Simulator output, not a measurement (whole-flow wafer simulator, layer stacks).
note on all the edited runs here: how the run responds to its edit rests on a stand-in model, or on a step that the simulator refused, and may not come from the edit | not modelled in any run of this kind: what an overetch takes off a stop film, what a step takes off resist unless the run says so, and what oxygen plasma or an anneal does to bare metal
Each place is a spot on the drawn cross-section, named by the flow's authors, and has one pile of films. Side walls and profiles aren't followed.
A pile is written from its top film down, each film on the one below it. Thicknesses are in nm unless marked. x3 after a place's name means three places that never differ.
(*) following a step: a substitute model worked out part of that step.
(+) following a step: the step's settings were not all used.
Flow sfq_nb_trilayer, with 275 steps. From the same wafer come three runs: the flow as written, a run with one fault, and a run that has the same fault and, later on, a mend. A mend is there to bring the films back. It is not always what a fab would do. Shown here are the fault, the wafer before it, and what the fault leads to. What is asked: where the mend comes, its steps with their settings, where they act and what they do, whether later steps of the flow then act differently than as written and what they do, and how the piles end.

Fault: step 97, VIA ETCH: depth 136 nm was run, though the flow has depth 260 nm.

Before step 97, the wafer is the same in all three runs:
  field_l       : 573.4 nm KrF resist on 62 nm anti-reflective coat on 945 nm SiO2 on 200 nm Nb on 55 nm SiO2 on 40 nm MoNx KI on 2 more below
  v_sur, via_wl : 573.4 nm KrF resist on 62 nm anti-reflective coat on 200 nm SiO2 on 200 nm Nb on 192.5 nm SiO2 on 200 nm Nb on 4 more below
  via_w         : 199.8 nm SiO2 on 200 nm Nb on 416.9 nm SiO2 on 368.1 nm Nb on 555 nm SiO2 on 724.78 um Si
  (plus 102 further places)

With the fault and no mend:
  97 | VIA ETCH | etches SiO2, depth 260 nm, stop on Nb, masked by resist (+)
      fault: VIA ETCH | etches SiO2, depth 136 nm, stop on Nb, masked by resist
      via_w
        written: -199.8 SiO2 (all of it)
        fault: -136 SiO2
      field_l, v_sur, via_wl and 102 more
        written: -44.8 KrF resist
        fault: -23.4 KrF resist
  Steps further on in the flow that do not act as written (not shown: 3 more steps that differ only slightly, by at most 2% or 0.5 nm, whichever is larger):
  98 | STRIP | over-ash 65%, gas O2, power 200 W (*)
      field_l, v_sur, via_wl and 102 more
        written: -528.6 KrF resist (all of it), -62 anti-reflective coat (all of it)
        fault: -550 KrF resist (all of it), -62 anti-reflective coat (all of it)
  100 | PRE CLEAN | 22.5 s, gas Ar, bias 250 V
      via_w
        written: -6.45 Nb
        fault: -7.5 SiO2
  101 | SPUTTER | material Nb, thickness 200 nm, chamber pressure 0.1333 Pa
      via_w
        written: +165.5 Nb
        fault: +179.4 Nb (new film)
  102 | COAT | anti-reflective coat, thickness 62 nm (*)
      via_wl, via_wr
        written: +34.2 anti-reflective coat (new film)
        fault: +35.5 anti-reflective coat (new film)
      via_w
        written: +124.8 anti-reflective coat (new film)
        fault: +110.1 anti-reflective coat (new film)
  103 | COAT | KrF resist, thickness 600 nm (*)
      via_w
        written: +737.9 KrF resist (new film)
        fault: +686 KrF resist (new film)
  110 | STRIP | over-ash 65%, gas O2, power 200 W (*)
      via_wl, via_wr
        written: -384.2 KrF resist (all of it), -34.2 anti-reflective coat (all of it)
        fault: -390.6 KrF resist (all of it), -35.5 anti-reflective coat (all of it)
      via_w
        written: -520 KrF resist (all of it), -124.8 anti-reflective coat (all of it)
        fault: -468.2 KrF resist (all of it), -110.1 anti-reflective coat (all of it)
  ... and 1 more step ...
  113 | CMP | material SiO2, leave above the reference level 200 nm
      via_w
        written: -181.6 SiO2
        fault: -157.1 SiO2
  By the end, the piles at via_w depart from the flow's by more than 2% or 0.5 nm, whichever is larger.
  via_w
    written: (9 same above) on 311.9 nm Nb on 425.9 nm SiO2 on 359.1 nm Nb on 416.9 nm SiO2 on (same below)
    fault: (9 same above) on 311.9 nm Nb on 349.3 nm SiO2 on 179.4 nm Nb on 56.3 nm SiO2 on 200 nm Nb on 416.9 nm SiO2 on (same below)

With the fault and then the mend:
  The mend stands after step 98.
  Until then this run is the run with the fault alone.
  98a | COAT | anti-reflective coat, thickness 62 nm (*) (a further turn of the flow's step 90)
      p4_fl x3, p4_w1 x9, p4_g1 x2 and 63 more
        +62 anti-reflective coat (new film)
      jj_sur, ce_l, c5j and 9 more
        +61.8 anti-reflective coat (new film)
      ln_m5, lsp_m, ln_m6, lsp_r, l0_sur, l0v
        +61.9 anti-reflective coat (new film)
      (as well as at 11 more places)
  98b | COAT | KrF resist, thickness 650 nm (*) (a further turn of the flow's step 91)
      p4_fl x3, p4_w1 x9, p4_g1 x2 and 63 more
        +650 KrF resist (new film)
      res, r_end, moat and 8 more
        +649.6 KrF resist (new film)
      ce_l, c5j, ce_r
        +649.4 KrF resist (new film)
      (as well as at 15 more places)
  98c | SOFTBAKE | KrF resist (a further turn of the flow's step 92)
      does not change any film at any place that is followed
  98d | EXPOSE | photomask I2, dose 11.91 mJ/cm2, NA 0.6, wavelength 248 nm (*) (a further turn of the flow's step 93)
      does not change any film at any place that is followed
  98e | PEB | KrF resist, 90 s (a further turn of the flow's step 94)
      be_sur, gap, jj_sur and 94 more
        -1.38 KrF resist
      field_l, v_sur, via_sp
        -1.36 KrF resist
      via_v, wire, be
        -1.37 KrF resist
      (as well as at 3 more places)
  98f | DEVELOP | KrF resist, thickness 650 nm, 60 s (a further turn of the flow's step 95)
      field_l, v_sur, via_wl and 102 more
        -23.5 KrF resist
      via_w
        -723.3 KrF resist (all of it)
  98g | VIA ETCH | etches anti-reflective coat, depth 125 nm, masked by resist (+) (a further turn of the flow's step 96)
      field_l, v_sur, via_wl and 102 more
        -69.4 KrF resist
      via_w
        -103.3 anti-reflective coat (all of it), -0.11 SiO2
  98h | VIA ETCH | etches SiO2, depth 124 nm, stop on Nb, masked by resist (+) (a further turn of the flow's step 97, with different settings)
      field_l, v_sur, via_wl and 102 more
        -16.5 KrF resist
      via_w
        -63.7 SiO2 (all of it)
  98i | STRIP | over-ash 65%, gas O2, power 200 W (*) (a further turn of the flow's step 98)
      p4_fl x3, p4_w1 x9, p4_g1 x2 and 63 more
        -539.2 KrF resist (all of it), -62 anti-reflective coat (all of it)
      ln_m5, lsp_m, ln_m6, lsp_r, l0_sur
        -538.8 KrF resist (all of it), -61.9 anti-reflective coat (all of it)
      r_end, moat, field_r, lsp_l
        -538.8 KrF resist (all of it), -61.8 anti-reflective coat (all of it)
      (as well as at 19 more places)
  None of the later steps of the flow acts differently than as written at any place that is followed.
  At every place that both follow, the piles at the end match the flow's.
